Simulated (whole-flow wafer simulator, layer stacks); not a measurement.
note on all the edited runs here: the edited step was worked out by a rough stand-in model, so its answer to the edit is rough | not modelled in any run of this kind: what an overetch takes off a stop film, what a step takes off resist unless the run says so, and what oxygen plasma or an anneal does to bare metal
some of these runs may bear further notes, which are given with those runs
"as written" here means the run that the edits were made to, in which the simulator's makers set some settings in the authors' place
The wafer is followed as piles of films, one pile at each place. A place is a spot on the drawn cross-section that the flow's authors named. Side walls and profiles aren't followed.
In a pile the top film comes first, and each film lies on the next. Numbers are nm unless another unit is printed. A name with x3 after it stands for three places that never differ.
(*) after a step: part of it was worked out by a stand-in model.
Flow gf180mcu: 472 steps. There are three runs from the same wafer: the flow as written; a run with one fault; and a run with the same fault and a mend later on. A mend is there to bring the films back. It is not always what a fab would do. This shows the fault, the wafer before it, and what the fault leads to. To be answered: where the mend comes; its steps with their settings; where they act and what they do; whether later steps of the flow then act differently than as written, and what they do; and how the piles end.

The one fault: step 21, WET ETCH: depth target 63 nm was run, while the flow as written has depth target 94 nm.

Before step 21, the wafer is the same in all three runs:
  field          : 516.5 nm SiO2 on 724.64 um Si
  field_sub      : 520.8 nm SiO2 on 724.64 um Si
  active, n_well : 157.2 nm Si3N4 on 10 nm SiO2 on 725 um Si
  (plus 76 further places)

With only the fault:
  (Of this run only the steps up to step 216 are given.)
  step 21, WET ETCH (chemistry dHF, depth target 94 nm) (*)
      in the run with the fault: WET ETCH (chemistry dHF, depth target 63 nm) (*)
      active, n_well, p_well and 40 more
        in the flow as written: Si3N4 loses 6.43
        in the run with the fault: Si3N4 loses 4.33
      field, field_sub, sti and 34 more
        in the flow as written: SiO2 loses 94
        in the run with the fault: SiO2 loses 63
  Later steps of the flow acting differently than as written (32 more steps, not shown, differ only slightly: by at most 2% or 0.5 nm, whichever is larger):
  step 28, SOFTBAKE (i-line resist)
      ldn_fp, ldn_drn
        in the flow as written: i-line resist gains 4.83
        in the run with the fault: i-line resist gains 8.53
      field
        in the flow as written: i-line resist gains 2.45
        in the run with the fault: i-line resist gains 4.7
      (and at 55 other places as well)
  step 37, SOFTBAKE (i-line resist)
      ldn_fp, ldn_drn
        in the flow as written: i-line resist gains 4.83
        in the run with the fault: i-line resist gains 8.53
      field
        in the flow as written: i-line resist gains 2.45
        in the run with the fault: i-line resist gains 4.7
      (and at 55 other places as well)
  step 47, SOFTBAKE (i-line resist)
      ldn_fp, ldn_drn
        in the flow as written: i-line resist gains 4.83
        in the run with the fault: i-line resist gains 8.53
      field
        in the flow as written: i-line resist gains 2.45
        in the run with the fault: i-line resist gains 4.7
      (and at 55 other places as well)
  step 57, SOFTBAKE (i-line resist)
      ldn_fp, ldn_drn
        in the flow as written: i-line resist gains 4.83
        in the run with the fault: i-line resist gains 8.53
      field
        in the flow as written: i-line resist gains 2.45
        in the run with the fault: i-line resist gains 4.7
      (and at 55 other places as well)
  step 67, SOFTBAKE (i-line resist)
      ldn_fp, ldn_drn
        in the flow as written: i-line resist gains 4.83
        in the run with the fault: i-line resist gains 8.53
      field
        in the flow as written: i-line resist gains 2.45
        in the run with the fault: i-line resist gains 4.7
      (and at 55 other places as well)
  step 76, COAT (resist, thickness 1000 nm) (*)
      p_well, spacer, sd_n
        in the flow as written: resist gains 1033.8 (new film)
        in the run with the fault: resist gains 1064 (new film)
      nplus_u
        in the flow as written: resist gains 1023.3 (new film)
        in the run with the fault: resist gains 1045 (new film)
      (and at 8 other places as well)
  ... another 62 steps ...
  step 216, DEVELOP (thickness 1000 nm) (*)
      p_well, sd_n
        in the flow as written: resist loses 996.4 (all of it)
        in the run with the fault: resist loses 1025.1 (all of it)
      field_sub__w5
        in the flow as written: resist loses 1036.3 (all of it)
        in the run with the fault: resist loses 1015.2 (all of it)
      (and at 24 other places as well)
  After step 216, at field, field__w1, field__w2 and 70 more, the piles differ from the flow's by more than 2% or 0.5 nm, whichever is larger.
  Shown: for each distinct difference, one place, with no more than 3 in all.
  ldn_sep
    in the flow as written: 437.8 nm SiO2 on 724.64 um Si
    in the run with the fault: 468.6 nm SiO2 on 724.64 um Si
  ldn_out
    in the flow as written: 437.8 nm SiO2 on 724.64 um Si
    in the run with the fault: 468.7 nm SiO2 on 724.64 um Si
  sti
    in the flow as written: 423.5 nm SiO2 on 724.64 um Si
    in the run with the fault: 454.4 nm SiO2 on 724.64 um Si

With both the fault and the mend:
  The mend stands after step 21.
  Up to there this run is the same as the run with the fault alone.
  step 21a, WET ETCH (chemistry dHF, depth target 31 nm) (the flow's step 21 again, with other settings)
      field, field_sub, sti and 34 more
        SiO2 loses 31
  None of the later steps of the flow differs from how it acts as written, at any place that is followed, by more than 2% or 0.5 nm, whichever is larger.
  The piles end the same as the flow's at every place that both follow.
